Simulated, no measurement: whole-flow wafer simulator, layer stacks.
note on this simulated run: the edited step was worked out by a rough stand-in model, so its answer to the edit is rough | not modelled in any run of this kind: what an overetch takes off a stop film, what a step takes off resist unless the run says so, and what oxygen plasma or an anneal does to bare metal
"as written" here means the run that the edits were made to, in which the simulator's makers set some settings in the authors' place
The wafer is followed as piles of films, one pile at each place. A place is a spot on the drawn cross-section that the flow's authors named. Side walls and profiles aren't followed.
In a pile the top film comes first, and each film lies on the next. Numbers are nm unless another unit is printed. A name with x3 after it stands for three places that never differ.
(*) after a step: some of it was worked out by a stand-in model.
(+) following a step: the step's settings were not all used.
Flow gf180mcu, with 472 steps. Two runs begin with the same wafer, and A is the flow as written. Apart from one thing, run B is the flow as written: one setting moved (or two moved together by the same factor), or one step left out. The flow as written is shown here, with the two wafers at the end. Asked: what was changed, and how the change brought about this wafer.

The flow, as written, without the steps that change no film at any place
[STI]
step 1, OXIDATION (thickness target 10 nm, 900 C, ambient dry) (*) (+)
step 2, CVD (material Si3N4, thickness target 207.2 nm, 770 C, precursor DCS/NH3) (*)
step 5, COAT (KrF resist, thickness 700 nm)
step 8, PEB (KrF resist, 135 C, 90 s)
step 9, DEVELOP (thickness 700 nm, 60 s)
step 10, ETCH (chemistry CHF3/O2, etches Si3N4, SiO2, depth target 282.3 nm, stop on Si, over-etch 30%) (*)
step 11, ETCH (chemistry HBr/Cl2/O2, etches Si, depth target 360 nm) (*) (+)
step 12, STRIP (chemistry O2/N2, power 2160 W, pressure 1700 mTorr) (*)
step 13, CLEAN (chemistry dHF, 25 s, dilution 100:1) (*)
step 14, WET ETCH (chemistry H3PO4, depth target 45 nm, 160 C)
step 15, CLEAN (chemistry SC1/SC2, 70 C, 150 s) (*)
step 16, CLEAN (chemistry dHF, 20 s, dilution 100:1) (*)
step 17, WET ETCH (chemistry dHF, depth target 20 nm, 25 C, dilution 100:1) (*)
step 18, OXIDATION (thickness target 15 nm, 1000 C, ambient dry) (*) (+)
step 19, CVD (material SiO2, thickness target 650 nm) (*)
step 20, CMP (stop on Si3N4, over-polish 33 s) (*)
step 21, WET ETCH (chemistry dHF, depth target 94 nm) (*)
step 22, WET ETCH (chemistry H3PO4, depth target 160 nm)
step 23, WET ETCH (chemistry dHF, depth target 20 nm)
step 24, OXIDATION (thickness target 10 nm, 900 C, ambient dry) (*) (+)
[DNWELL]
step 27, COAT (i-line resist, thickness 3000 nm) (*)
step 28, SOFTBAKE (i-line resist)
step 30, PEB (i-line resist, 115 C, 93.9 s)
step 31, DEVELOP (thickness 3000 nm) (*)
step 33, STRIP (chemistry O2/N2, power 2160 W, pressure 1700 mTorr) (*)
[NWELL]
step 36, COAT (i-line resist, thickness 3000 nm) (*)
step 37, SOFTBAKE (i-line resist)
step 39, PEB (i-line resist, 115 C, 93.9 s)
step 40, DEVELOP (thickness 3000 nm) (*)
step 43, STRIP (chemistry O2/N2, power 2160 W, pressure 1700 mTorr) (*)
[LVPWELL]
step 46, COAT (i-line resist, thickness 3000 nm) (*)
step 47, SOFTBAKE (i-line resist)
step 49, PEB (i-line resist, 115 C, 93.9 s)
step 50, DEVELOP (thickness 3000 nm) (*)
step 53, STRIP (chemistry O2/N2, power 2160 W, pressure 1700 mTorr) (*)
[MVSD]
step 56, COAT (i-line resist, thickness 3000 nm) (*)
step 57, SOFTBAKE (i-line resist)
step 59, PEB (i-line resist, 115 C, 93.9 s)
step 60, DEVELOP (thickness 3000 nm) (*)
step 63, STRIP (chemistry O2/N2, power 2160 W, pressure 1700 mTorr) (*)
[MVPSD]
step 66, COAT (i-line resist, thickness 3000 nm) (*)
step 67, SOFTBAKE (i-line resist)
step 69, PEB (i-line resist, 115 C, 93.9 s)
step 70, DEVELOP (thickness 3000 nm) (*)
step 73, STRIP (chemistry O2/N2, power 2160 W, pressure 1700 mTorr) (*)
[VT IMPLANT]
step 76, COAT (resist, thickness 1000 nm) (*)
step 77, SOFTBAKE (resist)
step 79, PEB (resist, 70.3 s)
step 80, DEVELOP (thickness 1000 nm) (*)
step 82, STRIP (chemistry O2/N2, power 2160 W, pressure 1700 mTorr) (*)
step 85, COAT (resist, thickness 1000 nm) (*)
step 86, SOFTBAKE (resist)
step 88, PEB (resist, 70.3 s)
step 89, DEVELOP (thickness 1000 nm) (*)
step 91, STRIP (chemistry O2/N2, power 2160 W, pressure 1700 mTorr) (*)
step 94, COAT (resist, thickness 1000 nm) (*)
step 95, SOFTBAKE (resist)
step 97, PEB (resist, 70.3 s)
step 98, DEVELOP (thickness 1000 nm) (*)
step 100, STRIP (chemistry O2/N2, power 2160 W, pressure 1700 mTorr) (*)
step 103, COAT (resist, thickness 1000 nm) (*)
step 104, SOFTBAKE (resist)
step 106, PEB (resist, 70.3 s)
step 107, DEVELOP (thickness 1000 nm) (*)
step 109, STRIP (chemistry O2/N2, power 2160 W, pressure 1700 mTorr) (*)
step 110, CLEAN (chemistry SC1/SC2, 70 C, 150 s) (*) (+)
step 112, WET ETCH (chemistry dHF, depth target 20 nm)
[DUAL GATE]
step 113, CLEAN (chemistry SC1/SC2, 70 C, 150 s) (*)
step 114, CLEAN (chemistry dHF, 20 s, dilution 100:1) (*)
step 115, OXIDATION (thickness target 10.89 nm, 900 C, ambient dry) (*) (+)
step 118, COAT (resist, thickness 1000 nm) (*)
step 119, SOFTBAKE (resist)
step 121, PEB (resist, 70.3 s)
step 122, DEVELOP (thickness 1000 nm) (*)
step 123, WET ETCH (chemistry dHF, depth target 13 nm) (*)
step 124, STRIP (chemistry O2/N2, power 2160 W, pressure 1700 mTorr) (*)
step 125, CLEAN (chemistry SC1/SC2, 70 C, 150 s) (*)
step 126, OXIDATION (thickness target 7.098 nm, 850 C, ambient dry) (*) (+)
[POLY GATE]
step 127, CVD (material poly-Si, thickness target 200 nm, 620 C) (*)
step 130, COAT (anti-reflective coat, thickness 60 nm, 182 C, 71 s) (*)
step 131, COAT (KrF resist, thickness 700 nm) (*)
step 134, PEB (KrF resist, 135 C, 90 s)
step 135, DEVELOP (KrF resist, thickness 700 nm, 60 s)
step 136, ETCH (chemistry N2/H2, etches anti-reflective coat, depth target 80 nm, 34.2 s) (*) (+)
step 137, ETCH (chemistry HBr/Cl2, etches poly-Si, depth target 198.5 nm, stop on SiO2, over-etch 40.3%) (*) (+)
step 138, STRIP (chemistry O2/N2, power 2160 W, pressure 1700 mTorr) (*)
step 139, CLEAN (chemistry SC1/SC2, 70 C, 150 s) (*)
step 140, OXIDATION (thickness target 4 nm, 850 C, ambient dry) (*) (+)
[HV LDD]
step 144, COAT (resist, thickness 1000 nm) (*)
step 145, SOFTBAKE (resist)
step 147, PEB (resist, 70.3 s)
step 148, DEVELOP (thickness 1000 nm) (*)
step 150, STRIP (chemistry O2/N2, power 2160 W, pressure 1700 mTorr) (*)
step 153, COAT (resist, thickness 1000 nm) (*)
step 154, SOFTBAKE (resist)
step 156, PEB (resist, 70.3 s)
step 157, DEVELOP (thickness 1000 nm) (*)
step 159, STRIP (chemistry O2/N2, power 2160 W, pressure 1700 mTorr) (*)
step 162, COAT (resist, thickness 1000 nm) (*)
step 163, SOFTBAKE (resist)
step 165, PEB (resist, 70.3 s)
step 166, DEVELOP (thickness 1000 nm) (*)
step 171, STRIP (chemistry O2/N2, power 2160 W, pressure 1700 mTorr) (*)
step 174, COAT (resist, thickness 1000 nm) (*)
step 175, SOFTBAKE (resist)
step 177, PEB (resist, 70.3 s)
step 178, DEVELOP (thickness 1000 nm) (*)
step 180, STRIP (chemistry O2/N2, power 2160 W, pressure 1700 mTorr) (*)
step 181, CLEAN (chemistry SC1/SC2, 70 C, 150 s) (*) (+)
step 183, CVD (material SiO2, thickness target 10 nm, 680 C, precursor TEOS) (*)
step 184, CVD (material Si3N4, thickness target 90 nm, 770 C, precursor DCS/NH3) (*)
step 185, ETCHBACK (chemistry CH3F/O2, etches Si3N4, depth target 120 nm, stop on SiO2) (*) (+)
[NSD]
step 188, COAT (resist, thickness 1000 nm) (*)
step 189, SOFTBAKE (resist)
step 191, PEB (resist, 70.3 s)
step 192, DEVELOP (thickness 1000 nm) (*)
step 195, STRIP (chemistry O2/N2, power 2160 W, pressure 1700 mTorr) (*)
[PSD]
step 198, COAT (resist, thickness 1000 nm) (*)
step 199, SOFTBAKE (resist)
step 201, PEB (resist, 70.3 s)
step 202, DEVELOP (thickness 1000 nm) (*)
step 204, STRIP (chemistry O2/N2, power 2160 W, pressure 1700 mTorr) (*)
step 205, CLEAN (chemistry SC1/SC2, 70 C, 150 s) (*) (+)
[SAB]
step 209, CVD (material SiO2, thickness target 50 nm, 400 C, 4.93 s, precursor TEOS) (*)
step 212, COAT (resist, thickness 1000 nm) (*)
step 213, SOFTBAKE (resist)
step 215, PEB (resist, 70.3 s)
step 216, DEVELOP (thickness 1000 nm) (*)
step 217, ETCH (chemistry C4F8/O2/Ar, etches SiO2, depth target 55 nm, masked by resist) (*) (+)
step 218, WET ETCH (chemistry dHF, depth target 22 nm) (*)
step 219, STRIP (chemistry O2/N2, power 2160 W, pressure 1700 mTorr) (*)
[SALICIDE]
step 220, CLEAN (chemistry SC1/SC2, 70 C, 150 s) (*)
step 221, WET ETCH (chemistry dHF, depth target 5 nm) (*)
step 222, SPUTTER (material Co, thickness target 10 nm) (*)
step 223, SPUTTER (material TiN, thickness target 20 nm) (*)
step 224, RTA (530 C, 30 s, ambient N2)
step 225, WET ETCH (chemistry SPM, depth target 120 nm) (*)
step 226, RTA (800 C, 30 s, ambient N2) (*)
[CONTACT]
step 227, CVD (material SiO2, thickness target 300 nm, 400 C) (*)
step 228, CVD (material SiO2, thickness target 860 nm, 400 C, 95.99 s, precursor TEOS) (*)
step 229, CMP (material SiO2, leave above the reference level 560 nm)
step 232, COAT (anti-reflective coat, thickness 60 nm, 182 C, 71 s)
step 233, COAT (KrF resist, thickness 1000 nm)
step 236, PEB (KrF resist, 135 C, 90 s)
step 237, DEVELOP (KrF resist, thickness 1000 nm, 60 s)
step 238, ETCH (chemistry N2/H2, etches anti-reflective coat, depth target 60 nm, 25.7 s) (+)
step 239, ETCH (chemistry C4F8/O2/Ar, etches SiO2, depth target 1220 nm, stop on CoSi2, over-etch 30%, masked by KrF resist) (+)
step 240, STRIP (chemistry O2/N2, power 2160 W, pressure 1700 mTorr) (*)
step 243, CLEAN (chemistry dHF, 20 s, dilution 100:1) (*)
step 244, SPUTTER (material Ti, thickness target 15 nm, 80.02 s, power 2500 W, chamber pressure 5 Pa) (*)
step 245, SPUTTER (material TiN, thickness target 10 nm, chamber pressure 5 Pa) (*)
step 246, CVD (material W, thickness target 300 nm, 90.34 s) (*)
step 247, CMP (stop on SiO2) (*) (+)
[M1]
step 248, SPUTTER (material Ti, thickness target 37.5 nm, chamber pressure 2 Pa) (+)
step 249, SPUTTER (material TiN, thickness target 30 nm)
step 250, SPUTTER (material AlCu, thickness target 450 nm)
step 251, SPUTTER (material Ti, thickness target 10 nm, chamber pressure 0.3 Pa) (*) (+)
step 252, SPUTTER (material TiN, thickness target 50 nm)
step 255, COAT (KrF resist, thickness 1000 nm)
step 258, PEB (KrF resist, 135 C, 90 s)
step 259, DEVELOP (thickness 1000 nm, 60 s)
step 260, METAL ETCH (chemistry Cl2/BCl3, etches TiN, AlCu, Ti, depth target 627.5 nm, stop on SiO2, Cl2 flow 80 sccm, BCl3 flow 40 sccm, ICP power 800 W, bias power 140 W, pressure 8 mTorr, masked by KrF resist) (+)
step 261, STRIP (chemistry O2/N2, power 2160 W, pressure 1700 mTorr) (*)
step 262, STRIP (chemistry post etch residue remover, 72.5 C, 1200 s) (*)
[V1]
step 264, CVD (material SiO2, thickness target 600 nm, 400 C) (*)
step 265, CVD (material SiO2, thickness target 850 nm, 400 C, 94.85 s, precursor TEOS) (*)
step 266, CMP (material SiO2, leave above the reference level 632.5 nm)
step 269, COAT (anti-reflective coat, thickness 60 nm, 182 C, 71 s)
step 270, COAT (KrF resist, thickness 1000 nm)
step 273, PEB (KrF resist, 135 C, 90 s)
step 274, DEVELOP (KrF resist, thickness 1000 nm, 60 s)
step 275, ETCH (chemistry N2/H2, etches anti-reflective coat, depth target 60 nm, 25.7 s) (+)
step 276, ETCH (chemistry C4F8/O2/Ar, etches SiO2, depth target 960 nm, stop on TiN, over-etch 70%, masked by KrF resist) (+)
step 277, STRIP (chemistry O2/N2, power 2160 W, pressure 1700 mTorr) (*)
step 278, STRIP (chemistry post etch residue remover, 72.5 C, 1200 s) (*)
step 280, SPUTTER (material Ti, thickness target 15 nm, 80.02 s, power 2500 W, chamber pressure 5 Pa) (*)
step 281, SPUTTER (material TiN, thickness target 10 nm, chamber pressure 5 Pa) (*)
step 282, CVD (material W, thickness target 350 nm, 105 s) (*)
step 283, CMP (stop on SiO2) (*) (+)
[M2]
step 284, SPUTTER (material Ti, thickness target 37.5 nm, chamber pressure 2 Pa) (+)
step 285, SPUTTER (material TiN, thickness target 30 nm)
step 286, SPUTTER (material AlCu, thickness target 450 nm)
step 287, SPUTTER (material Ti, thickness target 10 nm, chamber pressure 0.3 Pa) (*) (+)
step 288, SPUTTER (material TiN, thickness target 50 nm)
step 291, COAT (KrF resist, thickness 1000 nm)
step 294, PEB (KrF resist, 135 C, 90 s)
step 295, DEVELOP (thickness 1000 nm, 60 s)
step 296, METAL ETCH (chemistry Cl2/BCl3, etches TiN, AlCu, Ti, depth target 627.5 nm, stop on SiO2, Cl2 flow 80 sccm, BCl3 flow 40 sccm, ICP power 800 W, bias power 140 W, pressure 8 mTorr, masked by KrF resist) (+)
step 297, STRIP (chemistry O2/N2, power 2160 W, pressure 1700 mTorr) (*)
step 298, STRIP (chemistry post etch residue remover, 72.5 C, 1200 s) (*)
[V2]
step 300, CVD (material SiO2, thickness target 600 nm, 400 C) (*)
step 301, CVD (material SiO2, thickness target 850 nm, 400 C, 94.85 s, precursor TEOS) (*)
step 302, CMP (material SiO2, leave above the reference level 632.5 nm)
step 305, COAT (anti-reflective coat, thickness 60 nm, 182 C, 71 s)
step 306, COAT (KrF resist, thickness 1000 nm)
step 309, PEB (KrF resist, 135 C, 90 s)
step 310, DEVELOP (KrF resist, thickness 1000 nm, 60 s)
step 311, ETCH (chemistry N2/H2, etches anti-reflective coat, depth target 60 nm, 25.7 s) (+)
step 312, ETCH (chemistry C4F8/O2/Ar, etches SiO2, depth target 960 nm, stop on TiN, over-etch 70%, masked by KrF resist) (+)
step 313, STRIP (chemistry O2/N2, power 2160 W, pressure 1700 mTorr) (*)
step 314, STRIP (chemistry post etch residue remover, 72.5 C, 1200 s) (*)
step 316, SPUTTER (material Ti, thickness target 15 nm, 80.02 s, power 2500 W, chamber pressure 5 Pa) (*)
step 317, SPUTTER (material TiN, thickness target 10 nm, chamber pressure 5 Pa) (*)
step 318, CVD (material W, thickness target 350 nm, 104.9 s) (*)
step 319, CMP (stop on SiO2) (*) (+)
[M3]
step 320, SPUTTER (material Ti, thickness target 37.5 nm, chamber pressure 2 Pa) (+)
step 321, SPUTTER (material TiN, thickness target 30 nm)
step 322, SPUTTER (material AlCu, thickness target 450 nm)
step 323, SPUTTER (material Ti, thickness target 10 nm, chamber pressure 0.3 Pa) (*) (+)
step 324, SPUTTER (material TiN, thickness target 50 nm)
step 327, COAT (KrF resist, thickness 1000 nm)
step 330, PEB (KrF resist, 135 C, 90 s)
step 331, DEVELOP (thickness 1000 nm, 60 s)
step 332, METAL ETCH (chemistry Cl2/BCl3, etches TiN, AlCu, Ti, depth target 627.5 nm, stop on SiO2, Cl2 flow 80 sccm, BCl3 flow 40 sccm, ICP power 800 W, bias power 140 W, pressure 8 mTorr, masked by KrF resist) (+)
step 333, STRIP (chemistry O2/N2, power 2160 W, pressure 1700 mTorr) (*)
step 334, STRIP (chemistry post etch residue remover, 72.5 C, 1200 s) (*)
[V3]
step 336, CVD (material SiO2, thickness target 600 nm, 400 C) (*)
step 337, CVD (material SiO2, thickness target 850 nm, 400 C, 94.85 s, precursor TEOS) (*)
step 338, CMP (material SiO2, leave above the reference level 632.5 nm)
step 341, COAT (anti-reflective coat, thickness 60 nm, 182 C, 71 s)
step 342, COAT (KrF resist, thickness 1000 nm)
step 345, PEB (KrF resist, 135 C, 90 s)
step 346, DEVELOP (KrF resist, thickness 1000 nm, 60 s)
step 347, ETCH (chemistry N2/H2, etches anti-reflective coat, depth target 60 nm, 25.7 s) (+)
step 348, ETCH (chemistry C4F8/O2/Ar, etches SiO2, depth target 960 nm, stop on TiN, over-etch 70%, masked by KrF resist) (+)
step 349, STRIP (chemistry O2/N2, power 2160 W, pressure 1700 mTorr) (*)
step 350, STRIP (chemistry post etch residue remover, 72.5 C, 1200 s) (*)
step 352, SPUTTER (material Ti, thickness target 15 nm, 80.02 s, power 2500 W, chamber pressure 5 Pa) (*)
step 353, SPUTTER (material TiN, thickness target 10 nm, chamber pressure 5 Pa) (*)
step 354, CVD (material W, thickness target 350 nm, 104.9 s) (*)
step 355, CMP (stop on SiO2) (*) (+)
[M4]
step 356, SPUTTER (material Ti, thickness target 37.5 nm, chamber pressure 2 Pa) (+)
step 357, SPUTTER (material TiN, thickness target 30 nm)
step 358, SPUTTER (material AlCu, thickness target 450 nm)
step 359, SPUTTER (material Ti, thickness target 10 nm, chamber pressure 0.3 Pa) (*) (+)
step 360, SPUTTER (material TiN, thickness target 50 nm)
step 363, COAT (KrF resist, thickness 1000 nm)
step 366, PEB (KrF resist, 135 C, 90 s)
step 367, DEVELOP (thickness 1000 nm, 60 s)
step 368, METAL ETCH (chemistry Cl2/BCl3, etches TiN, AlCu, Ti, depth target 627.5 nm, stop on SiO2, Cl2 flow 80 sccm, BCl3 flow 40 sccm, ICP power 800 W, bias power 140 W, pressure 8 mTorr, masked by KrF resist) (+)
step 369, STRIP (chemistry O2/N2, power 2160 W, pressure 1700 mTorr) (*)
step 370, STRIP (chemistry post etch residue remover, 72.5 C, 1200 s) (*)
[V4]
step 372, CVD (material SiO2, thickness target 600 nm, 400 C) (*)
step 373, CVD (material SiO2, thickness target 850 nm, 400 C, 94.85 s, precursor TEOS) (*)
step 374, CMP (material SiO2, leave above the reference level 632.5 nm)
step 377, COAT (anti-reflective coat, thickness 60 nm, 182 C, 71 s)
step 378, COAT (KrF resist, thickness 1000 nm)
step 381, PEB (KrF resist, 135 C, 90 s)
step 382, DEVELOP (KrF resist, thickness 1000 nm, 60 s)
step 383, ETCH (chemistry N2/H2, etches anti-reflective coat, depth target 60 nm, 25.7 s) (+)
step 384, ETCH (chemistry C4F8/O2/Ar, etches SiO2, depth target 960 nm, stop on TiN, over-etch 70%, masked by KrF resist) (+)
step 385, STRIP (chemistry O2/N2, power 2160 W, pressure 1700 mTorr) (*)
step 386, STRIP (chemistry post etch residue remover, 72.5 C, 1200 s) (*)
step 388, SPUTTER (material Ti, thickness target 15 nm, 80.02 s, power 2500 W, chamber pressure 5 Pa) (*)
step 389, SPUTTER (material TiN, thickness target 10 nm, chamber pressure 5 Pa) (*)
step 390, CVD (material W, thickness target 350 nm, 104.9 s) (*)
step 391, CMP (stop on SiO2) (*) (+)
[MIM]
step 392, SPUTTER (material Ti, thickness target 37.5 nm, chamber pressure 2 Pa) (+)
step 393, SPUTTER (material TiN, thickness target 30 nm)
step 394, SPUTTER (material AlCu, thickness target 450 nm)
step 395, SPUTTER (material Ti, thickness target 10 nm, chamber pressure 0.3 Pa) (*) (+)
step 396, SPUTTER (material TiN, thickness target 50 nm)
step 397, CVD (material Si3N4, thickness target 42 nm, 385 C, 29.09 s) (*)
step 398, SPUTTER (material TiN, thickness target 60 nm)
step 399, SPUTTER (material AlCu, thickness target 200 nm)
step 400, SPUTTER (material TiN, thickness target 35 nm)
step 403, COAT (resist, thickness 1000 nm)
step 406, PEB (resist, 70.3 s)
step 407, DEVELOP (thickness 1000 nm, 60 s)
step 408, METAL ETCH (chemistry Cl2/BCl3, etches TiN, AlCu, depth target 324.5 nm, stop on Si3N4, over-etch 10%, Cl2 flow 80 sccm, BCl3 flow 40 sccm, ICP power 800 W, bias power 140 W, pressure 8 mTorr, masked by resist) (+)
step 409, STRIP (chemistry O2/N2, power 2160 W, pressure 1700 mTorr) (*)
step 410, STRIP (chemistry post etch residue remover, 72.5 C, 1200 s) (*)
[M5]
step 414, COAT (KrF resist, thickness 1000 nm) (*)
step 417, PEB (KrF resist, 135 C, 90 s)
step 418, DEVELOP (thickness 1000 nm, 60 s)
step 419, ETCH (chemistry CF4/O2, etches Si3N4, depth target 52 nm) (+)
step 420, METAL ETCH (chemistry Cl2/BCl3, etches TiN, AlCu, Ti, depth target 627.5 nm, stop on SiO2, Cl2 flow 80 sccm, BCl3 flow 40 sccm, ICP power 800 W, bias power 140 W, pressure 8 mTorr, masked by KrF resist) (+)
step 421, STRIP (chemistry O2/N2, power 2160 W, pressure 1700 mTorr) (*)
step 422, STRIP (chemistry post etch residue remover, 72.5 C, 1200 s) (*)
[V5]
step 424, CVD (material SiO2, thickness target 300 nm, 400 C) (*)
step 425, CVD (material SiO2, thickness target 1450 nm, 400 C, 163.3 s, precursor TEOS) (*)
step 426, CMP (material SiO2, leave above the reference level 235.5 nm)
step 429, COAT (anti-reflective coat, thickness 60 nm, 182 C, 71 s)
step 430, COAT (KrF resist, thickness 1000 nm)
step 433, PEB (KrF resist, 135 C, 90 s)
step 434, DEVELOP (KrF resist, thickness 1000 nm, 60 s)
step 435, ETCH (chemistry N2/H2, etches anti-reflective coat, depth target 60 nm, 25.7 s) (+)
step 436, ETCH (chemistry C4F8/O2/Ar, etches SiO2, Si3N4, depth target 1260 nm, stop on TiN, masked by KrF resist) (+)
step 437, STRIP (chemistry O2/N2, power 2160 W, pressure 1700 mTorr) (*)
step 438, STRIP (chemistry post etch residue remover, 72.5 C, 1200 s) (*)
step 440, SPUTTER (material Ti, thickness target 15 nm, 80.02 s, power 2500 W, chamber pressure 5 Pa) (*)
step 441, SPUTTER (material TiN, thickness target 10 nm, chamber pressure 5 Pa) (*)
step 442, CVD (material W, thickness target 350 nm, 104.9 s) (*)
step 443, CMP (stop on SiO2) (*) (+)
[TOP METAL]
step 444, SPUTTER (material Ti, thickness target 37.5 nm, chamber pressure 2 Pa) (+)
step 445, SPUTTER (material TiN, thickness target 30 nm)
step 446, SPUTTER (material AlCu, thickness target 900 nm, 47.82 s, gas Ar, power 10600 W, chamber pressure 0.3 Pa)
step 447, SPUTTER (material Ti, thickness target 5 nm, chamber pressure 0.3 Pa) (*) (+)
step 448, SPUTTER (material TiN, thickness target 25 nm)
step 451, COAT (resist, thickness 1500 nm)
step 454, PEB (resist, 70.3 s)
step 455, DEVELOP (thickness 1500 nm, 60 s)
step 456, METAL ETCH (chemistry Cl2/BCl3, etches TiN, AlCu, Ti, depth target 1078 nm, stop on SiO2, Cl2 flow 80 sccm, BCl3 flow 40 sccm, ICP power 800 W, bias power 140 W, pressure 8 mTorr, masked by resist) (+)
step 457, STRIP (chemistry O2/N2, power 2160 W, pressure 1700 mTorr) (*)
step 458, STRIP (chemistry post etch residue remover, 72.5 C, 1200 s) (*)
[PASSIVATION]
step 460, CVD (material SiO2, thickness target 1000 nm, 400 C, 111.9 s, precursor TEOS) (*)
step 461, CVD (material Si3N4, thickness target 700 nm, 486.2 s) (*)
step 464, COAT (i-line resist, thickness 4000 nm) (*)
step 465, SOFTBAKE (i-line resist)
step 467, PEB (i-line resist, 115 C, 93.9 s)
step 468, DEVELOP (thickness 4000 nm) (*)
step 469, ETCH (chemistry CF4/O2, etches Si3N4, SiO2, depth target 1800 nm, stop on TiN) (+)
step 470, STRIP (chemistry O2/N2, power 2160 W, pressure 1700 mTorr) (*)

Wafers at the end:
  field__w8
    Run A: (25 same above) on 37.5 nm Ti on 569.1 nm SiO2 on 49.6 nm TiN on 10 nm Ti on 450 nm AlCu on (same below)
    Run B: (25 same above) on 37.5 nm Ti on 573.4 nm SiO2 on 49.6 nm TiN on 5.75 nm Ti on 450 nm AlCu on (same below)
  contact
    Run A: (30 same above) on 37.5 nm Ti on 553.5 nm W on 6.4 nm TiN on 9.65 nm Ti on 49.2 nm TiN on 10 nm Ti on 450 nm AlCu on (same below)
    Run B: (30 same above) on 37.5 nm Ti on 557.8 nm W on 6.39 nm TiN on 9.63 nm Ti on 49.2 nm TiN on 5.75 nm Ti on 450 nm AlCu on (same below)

Cause: step 287, SPUTTER: thickness target 5.75 nm was run, while the flow as written has thickness target 10 nm.
The wafer lets one read it off: field__w8 has Ti 5.75, and step 287 as written asks for 10 nm.

How this came from the change, step by step:
  step 287, SPUTTER (material Ti, thickness target 10 nm, chamber pressure 0.3 Pa) (*) (+)
      field, field__w1, field__w2 and 108 more: A +10 Ti (new film) | B +5.75 Ti (new film)
  step 296, METAL ETCH (chemistry Cl2/BCl3, etches TiN, AlCu, Ti, depth target 627.5 nm, stop on SiO2, Cl2 flow 80 sccm, BCl3 flow 40 sccm, ICP power 800 W, bias power 140 W, pressure 8 mTorr, masked by KrF resist) (+)
      field, field__w1, field__w2 and 103 more: A -50 TiN (all of it), -10 Ti (all of it), -450 AlCu (all of it), -30 TiN (all of it), -37.5 Ti (all of it) | B -50 TiN (all of it), -5.75 Ti (all of it), -450 AlCu (all of it), -30 TiN (all of it), -37.5 Ti (all of it)
